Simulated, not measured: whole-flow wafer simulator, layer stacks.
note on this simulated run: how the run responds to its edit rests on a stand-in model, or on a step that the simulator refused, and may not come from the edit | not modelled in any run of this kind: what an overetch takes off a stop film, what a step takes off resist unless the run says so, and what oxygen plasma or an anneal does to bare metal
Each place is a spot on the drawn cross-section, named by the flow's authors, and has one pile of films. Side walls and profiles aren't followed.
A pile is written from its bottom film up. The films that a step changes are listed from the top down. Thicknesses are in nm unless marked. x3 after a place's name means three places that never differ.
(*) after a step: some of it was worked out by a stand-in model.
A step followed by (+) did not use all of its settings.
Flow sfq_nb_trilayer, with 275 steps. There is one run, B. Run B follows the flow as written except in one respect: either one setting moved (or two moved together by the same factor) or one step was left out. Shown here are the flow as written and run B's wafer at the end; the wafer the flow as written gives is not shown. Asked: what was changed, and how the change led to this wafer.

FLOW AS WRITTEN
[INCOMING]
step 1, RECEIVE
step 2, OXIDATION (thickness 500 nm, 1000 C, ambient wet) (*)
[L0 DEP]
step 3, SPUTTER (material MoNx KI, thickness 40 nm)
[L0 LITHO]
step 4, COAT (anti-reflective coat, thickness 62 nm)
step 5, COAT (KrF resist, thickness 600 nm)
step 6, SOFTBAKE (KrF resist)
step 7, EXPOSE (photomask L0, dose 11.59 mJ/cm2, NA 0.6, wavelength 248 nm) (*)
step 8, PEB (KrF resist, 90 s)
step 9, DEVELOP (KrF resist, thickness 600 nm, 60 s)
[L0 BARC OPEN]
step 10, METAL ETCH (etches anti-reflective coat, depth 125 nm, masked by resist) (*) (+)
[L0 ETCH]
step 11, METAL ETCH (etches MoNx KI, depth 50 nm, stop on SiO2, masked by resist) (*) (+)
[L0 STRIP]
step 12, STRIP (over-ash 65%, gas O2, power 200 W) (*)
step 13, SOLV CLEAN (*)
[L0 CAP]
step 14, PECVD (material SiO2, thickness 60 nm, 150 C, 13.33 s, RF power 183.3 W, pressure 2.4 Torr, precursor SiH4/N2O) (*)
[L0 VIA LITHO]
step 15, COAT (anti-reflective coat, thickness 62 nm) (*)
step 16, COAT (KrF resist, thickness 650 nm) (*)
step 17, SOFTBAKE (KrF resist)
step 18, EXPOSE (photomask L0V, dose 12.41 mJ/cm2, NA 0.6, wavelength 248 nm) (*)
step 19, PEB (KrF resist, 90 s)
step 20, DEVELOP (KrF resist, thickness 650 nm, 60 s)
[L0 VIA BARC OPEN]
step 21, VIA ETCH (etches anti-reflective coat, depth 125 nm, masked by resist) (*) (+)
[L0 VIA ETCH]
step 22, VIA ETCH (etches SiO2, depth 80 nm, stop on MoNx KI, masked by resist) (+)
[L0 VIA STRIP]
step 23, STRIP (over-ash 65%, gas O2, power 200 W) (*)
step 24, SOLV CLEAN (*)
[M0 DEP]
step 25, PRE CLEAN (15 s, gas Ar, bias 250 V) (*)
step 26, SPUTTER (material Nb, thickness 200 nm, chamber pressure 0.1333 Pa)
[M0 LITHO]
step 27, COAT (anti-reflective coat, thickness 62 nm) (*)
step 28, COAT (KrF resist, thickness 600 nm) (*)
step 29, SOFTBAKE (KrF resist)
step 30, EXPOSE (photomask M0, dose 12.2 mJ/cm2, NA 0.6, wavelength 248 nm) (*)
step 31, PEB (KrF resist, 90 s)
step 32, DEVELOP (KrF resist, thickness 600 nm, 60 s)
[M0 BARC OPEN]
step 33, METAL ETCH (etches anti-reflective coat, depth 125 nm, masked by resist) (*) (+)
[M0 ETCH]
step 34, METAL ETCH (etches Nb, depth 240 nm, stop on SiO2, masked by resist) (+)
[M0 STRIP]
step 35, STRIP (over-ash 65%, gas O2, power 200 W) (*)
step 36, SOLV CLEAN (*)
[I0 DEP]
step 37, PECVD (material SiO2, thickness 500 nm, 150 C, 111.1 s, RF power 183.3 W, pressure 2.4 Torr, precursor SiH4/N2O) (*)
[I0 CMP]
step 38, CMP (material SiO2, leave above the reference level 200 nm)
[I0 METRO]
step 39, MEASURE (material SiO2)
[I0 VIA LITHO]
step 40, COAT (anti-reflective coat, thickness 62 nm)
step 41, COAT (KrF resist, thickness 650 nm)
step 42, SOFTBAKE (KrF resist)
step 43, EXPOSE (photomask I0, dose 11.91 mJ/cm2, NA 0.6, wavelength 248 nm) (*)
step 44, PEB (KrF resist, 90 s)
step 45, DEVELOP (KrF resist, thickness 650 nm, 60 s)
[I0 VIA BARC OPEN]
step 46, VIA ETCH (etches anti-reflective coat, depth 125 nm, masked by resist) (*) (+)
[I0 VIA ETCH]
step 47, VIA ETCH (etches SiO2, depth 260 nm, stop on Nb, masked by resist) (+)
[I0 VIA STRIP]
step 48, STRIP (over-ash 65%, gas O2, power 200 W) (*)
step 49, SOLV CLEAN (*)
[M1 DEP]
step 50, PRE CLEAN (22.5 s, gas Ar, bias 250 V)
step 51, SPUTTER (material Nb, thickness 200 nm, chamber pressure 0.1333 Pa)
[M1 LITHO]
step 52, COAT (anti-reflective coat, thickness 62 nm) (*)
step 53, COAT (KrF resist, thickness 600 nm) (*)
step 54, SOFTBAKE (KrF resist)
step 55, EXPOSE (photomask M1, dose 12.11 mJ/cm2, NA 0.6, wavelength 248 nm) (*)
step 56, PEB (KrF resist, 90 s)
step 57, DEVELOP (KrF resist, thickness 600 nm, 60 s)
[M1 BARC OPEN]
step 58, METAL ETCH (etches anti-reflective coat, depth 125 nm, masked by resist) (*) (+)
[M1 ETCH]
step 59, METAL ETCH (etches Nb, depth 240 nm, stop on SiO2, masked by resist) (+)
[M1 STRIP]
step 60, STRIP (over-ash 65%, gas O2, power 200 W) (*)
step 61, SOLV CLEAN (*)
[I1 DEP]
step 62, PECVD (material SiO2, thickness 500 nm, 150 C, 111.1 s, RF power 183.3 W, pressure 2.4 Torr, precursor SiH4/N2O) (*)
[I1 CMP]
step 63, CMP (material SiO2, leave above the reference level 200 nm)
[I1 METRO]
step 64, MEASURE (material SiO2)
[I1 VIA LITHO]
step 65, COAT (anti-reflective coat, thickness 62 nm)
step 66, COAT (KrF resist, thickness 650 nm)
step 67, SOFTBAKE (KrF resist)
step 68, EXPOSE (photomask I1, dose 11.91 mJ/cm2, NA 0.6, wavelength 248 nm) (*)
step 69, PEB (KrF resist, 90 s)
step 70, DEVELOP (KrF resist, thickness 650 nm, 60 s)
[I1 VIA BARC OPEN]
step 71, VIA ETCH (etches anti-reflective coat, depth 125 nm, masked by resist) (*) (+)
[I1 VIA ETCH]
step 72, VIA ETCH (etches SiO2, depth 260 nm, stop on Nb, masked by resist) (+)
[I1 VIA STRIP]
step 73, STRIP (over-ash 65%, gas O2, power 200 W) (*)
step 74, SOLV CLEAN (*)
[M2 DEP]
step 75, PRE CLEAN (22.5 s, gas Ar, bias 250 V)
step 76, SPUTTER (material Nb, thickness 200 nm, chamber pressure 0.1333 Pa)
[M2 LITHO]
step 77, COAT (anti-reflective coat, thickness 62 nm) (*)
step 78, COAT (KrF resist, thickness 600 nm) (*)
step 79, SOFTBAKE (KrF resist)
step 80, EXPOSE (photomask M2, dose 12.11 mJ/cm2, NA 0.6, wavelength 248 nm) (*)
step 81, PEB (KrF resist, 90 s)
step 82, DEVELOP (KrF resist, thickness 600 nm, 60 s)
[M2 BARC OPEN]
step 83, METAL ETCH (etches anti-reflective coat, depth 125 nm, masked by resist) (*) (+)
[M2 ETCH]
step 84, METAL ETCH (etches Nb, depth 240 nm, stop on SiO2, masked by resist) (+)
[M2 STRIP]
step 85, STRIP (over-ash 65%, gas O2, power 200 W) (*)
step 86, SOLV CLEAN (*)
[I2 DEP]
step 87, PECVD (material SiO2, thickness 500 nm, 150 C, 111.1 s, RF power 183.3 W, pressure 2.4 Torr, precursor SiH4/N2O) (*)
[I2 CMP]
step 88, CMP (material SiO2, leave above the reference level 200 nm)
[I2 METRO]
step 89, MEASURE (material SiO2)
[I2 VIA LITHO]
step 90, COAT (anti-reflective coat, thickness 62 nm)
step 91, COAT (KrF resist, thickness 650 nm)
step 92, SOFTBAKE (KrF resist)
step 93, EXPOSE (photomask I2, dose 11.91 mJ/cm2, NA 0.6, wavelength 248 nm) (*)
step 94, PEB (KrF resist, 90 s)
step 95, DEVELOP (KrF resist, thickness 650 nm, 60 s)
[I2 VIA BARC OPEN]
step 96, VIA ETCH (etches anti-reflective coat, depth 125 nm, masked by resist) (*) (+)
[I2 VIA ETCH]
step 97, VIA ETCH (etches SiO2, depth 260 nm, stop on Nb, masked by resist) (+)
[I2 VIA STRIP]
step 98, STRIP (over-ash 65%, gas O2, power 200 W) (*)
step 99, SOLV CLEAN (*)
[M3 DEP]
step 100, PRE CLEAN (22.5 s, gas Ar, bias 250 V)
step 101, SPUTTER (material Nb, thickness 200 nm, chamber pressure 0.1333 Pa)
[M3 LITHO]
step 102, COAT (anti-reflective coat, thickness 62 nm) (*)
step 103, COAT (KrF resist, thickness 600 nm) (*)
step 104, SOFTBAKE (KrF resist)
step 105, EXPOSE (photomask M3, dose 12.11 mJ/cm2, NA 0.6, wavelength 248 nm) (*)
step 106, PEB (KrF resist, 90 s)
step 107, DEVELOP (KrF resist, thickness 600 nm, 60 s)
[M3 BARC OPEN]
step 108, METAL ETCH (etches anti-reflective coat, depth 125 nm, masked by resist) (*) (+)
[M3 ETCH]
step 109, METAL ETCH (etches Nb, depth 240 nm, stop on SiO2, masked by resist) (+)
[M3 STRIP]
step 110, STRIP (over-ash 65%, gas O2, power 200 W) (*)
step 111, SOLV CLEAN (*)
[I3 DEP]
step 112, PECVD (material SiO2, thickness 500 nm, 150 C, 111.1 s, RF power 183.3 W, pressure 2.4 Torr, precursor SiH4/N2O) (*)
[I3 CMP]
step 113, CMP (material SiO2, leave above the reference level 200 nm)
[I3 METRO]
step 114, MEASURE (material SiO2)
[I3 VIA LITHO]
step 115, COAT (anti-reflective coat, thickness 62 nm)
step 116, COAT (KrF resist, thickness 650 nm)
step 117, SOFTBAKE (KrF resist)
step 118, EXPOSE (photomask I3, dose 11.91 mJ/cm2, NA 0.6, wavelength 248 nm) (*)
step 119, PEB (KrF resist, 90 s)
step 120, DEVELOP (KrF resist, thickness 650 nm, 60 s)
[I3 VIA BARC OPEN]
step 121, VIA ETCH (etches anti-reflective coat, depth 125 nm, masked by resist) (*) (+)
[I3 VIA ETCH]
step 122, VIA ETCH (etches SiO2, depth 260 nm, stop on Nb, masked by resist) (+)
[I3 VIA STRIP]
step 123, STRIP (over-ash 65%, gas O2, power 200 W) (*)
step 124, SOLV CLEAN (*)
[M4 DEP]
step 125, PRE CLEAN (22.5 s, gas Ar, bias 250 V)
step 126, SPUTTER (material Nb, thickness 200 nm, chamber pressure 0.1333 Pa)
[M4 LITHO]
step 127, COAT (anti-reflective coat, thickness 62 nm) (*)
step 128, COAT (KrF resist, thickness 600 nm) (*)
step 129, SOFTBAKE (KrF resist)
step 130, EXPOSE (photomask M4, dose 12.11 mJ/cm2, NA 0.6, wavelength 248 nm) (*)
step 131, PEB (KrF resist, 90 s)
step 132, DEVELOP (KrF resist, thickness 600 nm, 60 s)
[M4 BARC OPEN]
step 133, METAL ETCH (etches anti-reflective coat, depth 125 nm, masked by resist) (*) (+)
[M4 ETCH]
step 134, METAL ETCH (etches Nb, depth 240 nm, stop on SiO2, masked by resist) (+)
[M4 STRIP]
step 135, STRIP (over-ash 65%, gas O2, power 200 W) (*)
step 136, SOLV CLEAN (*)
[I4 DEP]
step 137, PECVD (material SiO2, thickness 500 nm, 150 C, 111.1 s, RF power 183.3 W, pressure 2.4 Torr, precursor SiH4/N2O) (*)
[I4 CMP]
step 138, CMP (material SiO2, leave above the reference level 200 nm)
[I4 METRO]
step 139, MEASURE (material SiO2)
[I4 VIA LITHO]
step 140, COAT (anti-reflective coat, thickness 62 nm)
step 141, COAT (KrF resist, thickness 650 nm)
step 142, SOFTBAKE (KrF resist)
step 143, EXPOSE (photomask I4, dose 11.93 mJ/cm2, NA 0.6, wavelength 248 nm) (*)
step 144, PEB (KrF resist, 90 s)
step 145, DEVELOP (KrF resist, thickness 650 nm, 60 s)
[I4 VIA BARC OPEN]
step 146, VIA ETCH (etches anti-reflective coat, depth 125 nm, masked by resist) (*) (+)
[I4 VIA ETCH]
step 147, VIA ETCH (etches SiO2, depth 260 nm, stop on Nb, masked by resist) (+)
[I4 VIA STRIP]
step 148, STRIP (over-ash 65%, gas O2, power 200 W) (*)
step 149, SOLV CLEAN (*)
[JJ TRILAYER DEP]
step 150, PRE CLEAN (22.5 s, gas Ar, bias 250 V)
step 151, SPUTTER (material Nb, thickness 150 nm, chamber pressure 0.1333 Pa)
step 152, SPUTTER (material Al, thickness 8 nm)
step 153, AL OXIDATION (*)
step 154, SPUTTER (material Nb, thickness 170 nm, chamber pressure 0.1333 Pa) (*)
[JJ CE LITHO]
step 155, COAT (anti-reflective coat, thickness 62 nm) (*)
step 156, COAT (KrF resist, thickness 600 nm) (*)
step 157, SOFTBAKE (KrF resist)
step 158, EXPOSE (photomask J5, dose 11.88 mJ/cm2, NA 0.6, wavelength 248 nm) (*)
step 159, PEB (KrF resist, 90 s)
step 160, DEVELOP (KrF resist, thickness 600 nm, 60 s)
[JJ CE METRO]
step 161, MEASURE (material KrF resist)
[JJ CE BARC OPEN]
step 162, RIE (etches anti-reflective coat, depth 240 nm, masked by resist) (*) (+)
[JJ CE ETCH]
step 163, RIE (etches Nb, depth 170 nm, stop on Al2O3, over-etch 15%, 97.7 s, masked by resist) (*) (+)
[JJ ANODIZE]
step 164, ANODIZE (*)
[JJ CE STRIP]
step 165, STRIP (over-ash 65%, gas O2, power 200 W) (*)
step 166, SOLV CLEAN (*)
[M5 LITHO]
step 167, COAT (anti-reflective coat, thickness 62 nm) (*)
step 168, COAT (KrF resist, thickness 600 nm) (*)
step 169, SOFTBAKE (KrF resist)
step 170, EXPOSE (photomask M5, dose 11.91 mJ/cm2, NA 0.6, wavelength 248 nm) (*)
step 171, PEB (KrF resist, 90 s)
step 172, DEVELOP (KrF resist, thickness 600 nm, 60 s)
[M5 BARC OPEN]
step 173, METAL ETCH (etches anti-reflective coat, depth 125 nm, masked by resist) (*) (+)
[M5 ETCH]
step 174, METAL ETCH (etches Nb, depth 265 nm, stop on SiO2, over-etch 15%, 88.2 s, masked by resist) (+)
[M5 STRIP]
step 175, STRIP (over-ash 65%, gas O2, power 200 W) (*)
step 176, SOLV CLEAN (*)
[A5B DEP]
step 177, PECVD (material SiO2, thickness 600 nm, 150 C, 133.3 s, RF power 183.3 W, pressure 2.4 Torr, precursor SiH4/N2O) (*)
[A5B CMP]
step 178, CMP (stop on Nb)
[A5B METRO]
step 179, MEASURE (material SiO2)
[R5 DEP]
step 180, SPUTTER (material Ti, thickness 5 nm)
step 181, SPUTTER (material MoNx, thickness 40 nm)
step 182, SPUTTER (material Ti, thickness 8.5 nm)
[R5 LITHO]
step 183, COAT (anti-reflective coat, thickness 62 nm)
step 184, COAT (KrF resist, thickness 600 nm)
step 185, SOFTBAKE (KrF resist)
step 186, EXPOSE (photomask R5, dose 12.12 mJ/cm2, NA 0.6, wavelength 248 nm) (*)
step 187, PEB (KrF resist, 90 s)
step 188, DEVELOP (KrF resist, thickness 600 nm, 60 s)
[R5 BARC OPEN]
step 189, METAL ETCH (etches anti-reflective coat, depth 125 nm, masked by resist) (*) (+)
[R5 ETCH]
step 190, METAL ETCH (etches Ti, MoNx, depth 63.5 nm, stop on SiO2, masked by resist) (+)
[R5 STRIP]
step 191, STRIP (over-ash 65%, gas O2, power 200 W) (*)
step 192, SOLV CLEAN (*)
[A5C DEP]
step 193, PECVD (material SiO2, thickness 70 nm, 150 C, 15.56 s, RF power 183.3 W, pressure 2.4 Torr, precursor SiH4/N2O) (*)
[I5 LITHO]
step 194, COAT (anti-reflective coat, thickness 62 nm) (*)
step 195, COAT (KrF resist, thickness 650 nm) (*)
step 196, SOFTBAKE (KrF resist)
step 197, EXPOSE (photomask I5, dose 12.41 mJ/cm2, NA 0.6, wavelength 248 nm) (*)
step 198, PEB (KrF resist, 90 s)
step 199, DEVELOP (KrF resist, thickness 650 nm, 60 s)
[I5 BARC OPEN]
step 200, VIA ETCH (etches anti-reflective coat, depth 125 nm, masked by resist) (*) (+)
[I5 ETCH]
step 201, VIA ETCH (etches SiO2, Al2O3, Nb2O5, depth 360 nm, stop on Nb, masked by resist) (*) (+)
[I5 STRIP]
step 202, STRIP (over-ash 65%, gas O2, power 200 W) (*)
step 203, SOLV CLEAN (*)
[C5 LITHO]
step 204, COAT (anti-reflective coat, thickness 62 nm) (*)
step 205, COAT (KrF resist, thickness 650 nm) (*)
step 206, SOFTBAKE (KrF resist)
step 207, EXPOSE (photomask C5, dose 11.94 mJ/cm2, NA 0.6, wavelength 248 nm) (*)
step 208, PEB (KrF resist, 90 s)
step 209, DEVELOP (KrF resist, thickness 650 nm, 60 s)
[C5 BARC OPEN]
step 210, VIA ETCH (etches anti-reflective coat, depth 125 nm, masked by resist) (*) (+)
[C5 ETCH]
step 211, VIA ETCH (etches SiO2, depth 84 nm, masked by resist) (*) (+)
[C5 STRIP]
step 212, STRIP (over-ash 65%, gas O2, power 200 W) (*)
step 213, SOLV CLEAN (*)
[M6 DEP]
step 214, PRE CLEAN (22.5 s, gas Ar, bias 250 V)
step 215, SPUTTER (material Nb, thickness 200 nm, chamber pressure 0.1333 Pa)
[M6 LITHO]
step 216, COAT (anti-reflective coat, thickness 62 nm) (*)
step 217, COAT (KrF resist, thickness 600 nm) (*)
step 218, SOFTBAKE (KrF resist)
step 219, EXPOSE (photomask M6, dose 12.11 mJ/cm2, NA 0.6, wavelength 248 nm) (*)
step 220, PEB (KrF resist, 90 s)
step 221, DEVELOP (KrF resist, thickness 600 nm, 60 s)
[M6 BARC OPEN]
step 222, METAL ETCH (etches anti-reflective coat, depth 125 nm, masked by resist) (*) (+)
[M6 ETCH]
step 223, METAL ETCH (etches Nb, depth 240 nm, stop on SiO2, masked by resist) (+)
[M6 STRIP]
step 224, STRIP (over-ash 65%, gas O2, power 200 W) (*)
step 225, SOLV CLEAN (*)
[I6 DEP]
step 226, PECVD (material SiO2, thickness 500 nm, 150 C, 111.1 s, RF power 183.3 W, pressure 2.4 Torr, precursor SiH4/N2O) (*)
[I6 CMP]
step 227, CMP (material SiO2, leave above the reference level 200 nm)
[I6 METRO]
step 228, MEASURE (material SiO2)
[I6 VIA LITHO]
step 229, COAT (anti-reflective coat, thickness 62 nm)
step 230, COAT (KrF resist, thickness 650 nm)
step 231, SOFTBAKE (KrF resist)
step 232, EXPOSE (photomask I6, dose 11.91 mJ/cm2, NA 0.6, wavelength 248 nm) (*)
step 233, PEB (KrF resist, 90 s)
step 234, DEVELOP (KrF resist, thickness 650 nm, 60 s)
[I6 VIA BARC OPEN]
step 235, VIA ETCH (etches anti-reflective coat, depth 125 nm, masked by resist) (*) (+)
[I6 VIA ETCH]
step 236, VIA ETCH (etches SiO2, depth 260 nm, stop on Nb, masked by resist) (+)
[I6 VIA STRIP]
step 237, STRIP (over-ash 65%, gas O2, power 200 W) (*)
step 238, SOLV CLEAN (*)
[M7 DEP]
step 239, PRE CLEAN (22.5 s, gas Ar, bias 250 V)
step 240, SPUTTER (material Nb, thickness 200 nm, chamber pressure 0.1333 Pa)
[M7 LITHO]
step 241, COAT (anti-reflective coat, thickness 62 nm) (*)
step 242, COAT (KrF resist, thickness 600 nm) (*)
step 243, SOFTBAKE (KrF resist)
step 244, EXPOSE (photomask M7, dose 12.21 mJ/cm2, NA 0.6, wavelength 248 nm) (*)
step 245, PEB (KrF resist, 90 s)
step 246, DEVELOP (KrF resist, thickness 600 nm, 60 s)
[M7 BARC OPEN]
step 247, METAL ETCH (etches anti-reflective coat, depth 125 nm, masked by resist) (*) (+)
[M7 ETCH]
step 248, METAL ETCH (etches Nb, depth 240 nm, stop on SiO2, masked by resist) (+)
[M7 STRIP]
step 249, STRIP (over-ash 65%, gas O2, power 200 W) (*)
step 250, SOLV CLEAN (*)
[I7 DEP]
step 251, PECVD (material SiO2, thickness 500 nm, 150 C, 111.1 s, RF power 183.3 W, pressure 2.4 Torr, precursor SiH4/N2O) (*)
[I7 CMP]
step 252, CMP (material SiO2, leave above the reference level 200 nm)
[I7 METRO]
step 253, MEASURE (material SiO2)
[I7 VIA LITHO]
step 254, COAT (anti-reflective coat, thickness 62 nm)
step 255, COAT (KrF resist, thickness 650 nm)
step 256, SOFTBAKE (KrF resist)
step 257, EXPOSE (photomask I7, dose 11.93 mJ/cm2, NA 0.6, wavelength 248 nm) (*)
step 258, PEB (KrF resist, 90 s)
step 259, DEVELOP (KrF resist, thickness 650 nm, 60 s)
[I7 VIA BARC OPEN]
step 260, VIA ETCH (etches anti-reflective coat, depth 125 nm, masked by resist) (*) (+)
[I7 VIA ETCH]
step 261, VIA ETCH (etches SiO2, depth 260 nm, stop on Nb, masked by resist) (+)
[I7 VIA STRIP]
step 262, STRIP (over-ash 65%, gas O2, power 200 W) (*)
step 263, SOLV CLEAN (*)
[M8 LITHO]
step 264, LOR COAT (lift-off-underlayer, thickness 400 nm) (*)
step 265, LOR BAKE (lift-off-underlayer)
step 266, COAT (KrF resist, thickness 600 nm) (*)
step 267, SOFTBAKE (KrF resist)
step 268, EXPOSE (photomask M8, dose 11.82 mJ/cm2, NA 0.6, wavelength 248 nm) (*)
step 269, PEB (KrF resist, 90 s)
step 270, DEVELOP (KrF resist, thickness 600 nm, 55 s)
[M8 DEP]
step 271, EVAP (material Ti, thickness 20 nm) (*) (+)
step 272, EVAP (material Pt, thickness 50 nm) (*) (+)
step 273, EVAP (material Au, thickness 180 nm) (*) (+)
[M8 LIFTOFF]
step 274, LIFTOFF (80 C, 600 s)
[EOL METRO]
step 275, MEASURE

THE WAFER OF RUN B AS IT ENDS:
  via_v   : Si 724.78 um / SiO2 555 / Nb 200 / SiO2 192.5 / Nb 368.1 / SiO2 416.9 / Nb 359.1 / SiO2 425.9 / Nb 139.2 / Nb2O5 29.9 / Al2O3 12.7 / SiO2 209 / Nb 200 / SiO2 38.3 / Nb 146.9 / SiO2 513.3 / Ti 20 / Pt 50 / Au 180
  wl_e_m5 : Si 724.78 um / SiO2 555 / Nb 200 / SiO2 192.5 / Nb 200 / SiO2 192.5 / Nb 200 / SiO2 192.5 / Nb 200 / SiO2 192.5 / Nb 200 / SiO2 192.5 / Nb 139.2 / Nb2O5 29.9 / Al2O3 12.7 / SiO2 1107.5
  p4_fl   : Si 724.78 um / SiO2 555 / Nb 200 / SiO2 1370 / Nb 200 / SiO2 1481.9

The reason: step 227, CMP: leave above the reference level 306 nm was run, though the flow has leave above the reference level 200 nm.

The path from the change to this, step by step:
  step 227, CMP (material SiO2, leave above the reference level 200 nm)
      field_l, p4_fl, p4_fm and 59 more: nothing (as written it would have been: -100 SiO2)
      moat, field_r, lsp_l, ln_m5, lsp_m: nothing (as written it would have been: -93.6 SiO2)
      (and at 39 other places as well)
  step 229, COAT (anti-reflective coat, thickness 62 nm)
      wl_c_m6, wl_f_m6: +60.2 anti-reflective coat (new film) (as written it would have been: +62 anti-reflective coat (new film))
      m5r_linepad_l, m5r_linepad_r: +64.5 anti-reflective coat (new film) (as written it would have been: +62 anti-reflective coat (new film))
      (and at 11 other places as well)
  step 236, VIA ETCH (etches SiO2, depth 260 nm, stop on Nb, masked by resist) (+)
      via_v: -260 SiO2 (as written it would have been: -199.8 SiO2 (all of it))
  step 237, STRIP (over-ash 65%, gas O2, power 200 W) (*)
      wl_c_m6, wl_f_m6: -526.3 KrF resist (all of it), -60.2 anti-reflective coat (all of it) (as written it would have been: -528.6 KrF resist (all of it), -62 anti-reflective coat (all of it))
      m5r_linepad_l, m5r_linepad_r: -527.8 KrF resist (all of it), -64.5 anti-reflective coat (all of it) (as written it would have been: -528.6 KrF resist (all of it), -62 anti-reflective coat (all of it))
      (and at 11 other places as well)
  step 239, PRE CLEAN (22.5 s, gas Ar, bias 250 V)
      via_v: -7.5 SiO2 (as written it would have been: -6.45 Nb)
  step 240, SPUTTER (material Nb, thickness 200 nm, chamber pressure 0.1333 Pa)
      via_v: +146.9 Nb (new film) (as written it would have been: +161.1 Nb)
  step 241, COAT (anti-reflective coat, thickness 62 nm) (*)
      wl_c_m6, wl_f_m6: +60 anti-reflective coat (new film) (as written it would have been: +62 anti-reflective coat (new film))
      m5r_linepad_l, m5r_linepad_r: +64.2 anti-reflective coat (new film) (as written it would have been: +62 anti-reflective coat (new film))
      (and at 14 other places as well)
  step 242, COAT (KrF resist, thickness 600 nm) (*)
      via_v: +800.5 KrF resist (new film) (as written it would have been: +742.5 KrF resist (new film))
  step 247, METAL ETCH (etches anti-reflective coat, depth 125 nm, masked by resist) (*) (+)
      m5r_linepad_l, m5r_linepad_r: -64.2 anti-reflective coat (all of it) (as written it would have been: -62 anti-reflective coat (all of it))
      m8r_pad_l, m8r_pad_r: -63.6 anti-reflective coat (all of it) (as written it would have been: -62 anti-reflective coat (all of it))
      (and at 4 other places as well)
  step 249, STRIP (over-ash 65%, gas O2, power 200 W) (*)
      v_sur: -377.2 KrF resist (all of it), -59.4 anti-reflective coat (all of it) (as written it would have been: -379.9 KrF resist (all of it), -61.4 anti-reflective coat (all of it))
      via_sp: -367.9 KrF resist (all of it), -49.6 anti-reflective coat (all of it) (as written it would have been: -373.6 KrF resist (all of it), -53.1 anti-reflective coat (all of it))
      (and at 8 other places as well)
  step 251, PECVD (material SiO2, thickness 500 nm, 150 C, 111.1 s, RF power 183.3 W, pressure 2.4 Torr, precursor SiH4/N2O) (*)
      via_v: +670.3 SiO2 (new film) (as written it would have been: +621 SiO2 (new film))
  step 252, CMP (material SiO2, leave above the reference level 200 nm)
      field_l, p4_fl, p4_fm and 46 more: -94 SiO2 (as written it would have been: -100 SiO2)
      moat, ln_m5, lsp_m: -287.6 SiO2 (as written it would have been: -300 SiO2)
      (and at 8 other places as well)
With metal films that touch counted as one body, via_v has 7 bodies (between them, from the top down: SiO2 513.3; SiO2 38.3; SiO2 209 / Al2O3 12.7 / Nb2O5 29.9; SiO2 425.9; SiO2 416.9; SiO2 192.5); the flow as written gives 6 bodies (between them, from the top down: SiO2 437.8; SiO2 209 / Al2O3 12.7 / Nb2O5 29.9; SiO2 425.9; SiO2 416.9; SiO2 192.5).
